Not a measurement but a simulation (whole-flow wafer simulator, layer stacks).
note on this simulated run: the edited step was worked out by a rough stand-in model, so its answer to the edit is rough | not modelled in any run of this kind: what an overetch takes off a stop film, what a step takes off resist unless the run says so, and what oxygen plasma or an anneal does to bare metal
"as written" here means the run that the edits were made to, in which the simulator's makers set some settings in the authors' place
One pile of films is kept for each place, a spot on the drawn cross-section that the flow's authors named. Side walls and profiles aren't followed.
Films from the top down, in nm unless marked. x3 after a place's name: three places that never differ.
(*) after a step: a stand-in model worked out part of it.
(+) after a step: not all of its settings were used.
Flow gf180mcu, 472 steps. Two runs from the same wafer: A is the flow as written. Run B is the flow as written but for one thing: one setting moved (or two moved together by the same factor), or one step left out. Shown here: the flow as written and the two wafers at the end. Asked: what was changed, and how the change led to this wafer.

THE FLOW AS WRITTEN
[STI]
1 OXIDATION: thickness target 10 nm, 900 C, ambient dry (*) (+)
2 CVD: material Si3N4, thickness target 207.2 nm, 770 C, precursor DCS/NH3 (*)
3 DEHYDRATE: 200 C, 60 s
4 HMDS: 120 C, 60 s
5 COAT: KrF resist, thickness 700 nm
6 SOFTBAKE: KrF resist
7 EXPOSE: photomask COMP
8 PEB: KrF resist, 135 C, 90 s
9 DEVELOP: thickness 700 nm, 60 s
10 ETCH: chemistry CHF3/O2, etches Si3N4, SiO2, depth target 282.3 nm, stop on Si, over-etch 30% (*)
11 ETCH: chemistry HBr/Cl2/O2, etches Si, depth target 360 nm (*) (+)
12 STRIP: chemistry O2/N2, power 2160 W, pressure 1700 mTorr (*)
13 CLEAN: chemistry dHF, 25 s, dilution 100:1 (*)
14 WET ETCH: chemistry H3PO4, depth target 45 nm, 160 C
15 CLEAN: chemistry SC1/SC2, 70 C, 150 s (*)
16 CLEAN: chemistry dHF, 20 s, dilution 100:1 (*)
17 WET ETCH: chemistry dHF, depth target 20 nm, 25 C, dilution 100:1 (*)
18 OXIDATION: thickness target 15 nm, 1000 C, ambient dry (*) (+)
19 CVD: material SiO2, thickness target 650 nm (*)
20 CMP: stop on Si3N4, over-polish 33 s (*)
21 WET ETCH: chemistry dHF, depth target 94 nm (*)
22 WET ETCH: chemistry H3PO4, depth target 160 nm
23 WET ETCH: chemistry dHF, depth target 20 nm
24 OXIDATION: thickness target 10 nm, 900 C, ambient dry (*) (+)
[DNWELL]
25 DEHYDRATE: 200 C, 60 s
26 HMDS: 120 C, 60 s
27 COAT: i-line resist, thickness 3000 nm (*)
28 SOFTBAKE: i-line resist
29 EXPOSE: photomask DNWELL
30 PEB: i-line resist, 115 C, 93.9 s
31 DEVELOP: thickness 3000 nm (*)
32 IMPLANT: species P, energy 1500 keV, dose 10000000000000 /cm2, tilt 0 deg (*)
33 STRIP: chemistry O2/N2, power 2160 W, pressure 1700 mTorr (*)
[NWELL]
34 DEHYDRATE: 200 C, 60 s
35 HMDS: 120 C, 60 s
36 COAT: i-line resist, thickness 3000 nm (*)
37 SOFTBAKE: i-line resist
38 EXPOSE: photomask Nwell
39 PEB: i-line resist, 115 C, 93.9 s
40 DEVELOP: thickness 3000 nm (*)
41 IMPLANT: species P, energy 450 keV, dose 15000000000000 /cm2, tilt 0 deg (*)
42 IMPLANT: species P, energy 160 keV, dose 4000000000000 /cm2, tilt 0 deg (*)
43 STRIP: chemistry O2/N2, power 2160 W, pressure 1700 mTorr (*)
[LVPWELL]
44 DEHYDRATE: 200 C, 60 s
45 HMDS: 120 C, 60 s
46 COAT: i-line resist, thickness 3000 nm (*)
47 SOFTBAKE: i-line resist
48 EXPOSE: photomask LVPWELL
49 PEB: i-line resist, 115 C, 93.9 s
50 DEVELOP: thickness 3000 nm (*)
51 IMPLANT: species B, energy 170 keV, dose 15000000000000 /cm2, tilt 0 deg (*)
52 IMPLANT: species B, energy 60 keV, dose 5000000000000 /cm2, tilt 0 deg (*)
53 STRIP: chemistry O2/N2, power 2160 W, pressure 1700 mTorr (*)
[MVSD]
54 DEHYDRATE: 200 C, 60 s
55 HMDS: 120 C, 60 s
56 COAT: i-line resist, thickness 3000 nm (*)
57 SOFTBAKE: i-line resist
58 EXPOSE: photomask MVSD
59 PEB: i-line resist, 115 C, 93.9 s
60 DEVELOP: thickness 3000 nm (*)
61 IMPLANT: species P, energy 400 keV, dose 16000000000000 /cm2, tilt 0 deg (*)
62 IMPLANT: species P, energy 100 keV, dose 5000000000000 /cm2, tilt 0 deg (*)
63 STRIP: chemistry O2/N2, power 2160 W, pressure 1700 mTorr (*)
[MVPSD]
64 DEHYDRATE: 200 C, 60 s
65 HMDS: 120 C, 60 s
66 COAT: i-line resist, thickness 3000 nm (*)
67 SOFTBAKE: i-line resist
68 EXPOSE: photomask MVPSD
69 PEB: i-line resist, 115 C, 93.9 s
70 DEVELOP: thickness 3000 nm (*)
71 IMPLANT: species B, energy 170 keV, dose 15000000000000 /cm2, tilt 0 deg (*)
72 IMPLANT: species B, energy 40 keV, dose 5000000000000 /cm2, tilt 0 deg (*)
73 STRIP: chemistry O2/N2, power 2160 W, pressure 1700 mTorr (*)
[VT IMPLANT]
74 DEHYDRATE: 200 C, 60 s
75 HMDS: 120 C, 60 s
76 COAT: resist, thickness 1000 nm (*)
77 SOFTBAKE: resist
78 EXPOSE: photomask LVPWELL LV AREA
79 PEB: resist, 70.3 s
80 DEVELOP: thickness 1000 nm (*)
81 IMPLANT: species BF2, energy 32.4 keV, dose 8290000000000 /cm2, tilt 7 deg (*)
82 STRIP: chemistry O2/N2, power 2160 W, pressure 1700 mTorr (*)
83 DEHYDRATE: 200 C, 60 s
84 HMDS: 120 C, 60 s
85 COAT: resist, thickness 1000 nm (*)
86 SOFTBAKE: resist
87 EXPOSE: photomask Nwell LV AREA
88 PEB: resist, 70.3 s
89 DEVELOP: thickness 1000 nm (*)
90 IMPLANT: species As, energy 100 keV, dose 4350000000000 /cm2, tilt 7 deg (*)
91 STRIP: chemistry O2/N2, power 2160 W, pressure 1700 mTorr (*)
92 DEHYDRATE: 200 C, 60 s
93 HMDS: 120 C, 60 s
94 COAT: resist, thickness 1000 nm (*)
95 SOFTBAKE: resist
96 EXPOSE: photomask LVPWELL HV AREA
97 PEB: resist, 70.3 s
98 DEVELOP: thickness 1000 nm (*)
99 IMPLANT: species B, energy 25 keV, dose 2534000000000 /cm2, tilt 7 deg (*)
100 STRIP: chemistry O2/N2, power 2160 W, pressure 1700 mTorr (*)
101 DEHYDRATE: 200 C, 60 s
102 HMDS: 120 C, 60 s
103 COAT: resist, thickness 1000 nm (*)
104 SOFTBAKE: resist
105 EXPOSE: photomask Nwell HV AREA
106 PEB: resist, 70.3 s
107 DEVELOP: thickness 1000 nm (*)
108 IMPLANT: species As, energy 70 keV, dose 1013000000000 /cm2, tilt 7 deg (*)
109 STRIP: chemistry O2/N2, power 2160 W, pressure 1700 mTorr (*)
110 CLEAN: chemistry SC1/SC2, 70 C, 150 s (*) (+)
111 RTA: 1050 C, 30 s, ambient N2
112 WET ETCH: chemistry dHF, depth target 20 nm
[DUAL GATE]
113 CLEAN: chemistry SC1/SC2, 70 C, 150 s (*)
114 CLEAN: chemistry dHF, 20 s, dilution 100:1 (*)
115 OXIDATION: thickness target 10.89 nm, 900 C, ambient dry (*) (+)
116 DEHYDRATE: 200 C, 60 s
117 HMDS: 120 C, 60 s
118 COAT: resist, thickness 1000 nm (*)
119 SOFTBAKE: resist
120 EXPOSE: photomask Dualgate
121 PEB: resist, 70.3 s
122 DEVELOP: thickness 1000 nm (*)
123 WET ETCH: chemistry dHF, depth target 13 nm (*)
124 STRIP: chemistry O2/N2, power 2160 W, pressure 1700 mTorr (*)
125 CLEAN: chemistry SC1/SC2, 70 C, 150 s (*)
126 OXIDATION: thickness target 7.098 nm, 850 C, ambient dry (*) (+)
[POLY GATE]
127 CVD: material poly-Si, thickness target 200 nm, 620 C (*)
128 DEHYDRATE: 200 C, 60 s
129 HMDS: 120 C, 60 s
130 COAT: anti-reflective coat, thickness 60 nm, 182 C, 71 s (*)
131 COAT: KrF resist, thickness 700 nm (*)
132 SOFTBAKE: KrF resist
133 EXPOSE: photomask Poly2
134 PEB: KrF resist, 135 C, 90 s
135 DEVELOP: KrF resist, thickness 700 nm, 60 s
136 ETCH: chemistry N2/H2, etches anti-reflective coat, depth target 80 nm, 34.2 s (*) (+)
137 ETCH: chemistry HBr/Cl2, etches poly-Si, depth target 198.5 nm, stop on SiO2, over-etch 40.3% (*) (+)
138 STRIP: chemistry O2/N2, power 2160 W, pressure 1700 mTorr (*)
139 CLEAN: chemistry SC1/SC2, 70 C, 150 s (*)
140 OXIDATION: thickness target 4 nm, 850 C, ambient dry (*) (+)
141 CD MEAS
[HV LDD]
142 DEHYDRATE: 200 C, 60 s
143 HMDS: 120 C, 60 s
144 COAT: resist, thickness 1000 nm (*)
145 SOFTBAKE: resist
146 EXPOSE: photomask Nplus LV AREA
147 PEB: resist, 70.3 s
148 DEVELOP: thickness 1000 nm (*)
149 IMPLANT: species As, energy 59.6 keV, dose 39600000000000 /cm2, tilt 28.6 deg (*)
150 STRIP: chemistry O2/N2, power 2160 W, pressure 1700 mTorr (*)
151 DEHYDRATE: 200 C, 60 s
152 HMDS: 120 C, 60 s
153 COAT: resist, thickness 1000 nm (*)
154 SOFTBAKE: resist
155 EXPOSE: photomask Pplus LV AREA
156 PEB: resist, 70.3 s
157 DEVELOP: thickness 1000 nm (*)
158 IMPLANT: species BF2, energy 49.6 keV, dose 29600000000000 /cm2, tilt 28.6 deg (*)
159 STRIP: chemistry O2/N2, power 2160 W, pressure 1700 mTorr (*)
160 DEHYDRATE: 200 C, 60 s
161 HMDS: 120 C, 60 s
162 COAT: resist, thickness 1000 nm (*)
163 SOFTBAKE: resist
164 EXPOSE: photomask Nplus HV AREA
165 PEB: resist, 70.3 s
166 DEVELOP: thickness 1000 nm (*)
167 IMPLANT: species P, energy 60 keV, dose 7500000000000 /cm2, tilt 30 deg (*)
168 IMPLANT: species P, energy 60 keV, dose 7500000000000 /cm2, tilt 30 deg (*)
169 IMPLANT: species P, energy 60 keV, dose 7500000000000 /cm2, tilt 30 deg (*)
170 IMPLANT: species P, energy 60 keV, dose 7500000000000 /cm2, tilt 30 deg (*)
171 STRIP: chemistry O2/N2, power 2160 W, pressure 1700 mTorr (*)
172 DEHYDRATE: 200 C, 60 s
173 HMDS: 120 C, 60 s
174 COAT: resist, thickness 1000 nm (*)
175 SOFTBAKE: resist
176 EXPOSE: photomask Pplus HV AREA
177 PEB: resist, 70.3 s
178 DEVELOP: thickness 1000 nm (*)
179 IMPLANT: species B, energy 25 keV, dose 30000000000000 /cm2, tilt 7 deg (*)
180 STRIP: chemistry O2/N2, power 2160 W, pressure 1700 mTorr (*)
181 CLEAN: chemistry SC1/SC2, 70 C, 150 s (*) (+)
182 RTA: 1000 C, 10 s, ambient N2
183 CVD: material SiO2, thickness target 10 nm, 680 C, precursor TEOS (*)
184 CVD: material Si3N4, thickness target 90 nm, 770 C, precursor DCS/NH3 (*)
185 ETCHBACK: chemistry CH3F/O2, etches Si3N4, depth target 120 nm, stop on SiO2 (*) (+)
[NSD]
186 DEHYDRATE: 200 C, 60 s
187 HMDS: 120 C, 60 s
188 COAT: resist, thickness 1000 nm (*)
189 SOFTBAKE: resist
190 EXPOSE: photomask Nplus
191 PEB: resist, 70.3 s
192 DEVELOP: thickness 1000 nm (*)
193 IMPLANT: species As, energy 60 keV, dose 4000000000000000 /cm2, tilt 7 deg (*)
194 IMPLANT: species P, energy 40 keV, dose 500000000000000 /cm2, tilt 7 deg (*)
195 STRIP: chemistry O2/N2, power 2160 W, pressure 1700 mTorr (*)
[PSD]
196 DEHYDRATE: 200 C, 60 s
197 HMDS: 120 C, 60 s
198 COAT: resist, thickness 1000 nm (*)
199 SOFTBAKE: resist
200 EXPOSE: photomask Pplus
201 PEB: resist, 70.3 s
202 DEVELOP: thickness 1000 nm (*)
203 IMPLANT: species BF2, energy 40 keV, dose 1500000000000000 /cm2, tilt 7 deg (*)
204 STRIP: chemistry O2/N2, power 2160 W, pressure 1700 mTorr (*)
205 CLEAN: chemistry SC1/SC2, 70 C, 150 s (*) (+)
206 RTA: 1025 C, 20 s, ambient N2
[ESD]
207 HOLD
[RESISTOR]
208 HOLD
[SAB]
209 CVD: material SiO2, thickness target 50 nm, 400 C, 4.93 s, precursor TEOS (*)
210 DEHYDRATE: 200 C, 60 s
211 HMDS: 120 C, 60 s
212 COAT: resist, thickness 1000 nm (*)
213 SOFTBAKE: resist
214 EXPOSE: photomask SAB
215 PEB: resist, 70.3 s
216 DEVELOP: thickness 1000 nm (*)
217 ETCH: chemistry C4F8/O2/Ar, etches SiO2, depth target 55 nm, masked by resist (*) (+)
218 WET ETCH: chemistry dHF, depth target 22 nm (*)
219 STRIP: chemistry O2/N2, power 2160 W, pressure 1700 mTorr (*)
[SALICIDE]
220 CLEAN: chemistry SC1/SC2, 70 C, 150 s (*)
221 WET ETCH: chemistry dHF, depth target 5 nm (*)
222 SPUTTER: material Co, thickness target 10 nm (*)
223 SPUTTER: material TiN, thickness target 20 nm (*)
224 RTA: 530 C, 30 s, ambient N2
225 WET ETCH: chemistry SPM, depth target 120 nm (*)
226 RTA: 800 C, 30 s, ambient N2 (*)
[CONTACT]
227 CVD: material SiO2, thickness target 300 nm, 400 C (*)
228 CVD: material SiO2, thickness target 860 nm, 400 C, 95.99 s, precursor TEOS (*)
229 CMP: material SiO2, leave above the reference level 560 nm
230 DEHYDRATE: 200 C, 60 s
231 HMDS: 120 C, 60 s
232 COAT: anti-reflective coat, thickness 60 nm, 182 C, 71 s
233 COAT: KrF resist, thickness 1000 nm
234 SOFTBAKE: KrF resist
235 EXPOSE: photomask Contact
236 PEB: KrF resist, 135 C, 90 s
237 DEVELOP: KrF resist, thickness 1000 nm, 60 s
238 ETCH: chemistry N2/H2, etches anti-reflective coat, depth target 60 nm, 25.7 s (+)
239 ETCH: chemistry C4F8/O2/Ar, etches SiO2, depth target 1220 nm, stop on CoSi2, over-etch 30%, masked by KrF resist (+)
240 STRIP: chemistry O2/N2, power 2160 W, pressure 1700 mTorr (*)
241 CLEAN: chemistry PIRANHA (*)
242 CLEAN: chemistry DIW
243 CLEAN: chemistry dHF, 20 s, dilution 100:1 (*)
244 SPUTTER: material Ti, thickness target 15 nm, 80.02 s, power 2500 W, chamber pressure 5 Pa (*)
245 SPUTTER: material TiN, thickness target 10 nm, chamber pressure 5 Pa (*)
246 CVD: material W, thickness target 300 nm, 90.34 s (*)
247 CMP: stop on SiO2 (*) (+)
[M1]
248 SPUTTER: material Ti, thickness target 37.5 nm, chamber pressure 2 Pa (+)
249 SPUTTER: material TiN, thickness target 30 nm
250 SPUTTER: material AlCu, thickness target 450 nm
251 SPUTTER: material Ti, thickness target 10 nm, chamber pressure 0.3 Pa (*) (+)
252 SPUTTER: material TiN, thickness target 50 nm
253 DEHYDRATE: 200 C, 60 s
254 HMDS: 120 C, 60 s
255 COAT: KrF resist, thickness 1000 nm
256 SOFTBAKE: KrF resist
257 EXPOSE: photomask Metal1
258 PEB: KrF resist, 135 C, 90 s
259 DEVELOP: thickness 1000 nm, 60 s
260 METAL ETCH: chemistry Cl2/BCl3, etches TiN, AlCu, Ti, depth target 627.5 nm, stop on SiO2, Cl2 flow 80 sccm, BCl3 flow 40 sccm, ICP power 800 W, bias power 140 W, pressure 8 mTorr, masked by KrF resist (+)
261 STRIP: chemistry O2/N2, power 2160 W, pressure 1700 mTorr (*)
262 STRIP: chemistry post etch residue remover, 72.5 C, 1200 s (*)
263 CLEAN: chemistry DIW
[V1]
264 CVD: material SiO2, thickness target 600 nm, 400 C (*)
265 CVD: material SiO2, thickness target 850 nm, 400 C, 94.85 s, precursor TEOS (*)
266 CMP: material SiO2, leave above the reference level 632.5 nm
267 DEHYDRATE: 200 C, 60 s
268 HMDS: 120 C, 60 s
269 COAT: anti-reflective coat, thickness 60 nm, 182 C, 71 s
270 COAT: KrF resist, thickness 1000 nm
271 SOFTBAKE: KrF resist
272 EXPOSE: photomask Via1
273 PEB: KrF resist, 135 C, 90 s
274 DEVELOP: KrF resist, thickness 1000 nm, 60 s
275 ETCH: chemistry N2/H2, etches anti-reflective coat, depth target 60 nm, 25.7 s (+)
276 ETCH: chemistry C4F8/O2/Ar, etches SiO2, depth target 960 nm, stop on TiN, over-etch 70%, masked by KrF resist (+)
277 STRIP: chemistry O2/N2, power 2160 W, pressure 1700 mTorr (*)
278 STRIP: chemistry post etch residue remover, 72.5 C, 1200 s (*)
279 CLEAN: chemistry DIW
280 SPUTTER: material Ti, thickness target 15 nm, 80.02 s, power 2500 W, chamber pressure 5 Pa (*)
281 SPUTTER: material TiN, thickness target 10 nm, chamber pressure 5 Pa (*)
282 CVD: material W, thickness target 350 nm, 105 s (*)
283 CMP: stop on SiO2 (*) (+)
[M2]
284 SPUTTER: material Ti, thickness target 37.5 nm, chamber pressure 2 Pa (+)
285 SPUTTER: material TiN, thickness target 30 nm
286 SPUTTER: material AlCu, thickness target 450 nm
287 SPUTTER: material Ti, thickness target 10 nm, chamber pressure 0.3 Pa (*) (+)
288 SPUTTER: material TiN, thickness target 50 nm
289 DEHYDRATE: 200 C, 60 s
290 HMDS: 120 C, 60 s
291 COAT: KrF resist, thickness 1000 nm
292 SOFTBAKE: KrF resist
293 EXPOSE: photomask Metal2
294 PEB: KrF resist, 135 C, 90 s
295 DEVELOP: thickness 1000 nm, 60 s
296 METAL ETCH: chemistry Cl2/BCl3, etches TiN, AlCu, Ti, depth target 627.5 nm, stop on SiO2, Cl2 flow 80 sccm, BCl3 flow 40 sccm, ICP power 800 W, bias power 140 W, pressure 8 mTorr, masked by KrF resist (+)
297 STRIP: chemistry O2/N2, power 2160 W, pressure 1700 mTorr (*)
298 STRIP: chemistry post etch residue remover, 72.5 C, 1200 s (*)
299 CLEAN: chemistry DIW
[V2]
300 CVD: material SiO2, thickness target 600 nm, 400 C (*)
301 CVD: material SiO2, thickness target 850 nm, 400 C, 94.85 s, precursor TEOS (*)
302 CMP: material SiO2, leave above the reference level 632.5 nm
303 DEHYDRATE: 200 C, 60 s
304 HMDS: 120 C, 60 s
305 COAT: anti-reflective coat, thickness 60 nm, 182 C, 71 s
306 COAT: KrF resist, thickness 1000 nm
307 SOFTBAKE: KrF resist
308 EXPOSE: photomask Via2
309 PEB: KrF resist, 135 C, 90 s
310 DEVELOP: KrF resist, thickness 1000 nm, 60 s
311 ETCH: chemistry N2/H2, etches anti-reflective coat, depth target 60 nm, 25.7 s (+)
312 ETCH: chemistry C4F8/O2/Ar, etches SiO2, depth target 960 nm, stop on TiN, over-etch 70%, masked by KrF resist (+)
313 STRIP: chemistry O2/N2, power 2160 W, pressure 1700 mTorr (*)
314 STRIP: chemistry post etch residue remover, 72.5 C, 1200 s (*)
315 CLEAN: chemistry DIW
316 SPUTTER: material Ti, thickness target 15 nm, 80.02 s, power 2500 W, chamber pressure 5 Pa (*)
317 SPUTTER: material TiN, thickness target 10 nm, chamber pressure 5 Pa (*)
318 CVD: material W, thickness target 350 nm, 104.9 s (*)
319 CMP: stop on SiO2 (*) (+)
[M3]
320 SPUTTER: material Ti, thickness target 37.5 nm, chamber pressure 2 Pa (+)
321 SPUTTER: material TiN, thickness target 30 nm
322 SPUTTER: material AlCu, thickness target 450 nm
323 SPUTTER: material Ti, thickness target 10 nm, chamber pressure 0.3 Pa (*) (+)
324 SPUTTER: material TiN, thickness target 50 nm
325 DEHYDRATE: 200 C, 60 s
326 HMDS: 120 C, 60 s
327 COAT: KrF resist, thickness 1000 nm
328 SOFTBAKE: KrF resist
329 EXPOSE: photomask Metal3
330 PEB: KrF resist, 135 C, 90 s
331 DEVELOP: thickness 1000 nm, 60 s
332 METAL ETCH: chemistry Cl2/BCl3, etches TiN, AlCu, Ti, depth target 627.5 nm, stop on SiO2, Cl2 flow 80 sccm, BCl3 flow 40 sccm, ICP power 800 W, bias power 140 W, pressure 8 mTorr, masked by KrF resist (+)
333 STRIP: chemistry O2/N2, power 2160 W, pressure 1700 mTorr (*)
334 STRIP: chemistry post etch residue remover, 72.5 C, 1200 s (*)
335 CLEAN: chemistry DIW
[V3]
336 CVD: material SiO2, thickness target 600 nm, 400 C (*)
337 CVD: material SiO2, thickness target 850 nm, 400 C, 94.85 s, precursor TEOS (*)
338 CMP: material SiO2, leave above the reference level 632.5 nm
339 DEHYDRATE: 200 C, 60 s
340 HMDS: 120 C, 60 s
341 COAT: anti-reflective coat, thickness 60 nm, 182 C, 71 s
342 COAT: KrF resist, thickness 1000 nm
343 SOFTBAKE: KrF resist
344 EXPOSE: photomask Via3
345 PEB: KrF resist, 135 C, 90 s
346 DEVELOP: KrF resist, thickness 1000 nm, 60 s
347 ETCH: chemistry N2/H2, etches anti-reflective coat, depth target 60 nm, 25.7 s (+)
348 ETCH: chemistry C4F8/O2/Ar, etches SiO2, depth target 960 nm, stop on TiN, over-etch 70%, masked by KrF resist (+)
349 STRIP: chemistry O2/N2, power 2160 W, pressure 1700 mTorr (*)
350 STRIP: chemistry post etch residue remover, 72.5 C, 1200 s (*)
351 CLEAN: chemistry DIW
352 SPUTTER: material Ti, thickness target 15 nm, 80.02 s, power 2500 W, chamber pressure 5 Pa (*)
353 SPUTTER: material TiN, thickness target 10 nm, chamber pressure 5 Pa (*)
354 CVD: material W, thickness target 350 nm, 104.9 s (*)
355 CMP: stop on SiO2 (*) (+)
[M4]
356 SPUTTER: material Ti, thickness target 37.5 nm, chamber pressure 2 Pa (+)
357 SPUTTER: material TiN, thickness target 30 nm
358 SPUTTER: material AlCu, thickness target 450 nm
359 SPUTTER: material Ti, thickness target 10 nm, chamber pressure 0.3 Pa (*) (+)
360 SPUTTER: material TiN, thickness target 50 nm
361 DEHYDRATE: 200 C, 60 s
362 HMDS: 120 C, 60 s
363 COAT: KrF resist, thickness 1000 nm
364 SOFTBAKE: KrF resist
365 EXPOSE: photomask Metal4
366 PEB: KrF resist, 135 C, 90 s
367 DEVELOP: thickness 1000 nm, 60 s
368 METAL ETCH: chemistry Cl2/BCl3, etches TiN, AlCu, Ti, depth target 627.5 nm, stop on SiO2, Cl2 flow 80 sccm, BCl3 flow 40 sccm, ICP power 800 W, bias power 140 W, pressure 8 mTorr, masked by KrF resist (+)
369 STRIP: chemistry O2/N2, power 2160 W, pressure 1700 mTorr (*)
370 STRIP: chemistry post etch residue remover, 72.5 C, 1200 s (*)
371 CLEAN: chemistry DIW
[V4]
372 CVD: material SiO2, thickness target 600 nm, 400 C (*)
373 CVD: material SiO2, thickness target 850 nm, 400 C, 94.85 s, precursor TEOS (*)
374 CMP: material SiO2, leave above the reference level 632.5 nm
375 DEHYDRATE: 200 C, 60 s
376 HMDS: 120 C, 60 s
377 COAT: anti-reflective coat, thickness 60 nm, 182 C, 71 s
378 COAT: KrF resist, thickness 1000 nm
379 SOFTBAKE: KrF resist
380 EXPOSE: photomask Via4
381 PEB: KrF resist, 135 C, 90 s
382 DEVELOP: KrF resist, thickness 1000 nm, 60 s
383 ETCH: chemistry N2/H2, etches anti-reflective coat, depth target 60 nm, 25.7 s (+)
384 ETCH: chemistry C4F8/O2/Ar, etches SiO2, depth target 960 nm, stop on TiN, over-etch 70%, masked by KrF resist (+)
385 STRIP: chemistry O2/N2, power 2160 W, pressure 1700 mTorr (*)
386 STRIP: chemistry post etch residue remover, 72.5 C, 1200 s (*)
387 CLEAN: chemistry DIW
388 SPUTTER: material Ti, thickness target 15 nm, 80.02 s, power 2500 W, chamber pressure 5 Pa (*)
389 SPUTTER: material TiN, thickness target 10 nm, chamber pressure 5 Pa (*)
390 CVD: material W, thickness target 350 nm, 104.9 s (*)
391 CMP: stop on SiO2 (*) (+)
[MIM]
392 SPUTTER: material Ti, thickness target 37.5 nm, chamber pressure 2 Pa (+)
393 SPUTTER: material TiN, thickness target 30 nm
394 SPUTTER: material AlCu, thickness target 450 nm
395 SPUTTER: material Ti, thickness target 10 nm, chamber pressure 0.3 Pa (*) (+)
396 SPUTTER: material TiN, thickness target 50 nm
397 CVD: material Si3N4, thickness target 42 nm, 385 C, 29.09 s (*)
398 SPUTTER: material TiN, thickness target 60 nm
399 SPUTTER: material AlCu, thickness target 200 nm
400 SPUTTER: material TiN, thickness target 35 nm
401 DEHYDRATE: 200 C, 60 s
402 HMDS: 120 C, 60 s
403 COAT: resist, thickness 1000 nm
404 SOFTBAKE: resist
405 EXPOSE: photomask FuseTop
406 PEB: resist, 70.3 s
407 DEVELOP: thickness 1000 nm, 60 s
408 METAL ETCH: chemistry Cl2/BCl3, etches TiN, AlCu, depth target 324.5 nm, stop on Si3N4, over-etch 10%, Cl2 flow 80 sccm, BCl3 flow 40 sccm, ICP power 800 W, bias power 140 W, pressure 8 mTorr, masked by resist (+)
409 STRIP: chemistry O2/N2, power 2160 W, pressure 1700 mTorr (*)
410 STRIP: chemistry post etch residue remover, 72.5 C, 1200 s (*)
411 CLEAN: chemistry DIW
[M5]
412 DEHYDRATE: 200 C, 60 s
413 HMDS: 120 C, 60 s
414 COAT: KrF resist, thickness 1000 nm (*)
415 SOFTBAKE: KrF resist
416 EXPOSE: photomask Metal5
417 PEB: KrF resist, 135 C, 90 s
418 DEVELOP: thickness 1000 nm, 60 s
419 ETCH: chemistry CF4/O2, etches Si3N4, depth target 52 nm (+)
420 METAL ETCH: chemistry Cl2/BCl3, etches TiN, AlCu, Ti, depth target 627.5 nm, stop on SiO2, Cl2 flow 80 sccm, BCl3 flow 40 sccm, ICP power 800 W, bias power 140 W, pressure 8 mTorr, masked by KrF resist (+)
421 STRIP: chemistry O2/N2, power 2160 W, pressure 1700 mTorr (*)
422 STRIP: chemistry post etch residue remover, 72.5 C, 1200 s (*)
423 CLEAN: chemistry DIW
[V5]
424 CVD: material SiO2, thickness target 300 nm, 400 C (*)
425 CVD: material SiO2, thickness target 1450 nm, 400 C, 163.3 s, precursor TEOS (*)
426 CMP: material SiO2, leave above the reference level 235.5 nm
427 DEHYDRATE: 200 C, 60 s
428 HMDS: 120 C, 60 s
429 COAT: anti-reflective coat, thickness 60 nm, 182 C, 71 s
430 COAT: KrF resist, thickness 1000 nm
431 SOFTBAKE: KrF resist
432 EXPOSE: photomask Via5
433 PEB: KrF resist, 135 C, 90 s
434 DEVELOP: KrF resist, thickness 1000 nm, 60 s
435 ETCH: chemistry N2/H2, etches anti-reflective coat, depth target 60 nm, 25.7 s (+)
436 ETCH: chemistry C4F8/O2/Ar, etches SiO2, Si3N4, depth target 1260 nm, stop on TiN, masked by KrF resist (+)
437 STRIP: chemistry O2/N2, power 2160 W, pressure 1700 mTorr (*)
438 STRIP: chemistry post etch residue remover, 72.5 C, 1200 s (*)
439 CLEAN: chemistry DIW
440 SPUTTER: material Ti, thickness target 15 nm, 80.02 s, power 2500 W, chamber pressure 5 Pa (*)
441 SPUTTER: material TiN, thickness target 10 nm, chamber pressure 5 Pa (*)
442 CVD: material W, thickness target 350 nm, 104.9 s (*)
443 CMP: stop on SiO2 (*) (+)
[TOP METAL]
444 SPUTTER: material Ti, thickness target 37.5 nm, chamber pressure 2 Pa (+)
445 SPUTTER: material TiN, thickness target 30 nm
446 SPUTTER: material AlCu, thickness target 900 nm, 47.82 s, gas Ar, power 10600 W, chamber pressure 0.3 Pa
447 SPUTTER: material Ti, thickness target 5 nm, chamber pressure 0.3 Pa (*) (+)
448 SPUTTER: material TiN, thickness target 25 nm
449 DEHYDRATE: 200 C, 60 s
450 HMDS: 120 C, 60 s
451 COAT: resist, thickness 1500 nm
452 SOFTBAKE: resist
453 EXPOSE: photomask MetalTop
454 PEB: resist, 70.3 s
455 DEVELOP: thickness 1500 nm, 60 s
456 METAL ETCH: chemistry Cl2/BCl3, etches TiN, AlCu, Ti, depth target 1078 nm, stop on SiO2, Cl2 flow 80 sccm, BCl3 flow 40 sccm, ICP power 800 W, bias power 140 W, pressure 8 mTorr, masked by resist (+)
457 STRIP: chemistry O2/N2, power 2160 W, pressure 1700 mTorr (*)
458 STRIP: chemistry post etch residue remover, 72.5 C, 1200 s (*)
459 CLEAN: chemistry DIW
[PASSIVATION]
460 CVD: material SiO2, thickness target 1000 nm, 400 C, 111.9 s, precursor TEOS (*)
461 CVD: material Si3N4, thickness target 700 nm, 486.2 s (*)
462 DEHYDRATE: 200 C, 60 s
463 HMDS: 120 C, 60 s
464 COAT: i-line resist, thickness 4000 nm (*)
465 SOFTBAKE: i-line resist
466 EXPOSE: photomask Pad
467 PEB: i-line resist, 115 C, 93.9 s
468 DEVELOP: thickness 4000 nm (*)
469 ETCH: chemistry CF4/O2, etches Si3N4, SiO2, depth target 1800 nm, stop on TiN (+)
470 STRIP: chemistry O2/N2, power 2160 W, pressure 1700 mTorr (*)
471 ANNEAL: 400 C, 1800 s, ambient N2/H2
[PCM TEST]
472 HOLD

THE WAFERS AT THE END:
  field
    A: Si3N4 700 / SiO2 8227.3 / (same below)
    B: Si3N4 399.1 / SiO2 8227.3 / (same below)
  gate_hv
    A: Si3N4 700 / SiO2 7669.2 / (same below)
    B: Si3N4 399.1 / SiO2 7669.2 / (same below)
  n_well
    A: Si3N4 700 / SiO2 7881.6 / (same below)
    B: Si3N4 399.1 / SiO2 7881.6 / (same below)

The cause: step 461, CVD: thickness target 399 nm was run, where the flow has thickness target 700 nm; step 461, CVD: 277.1 s was run, where the flow has 486.2 s.

How the change led to this, step by step:
  461 CVD: material Si3N4, thickness target 700 nm, 486.2 s (*)
      field, field__w1, field__w2 and 109 more: A Si3N4 +700 (new film) | B Si3N4 +399.1 (new film)
  465 SOFTBAKE: i-line resist
      field__w11, field__w13: A i-line resist +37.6 | B i-line resist +36.1
      ld_acc_p, ld_fp_p: A i-line resist +33.8 | B i-line resist +32.2
      (and at 55 more places)
  469 ETCH: chemistry CF4/O2, etches Si3N4, SiO2, depth target 1800 nm, stop on TiN (+)
      pad: A Si3N4 -700 (all of it), SiO2 -1000 (all of it) | B Si3N4 -399.1 (all of it), SiO2 -1000 (all of it)
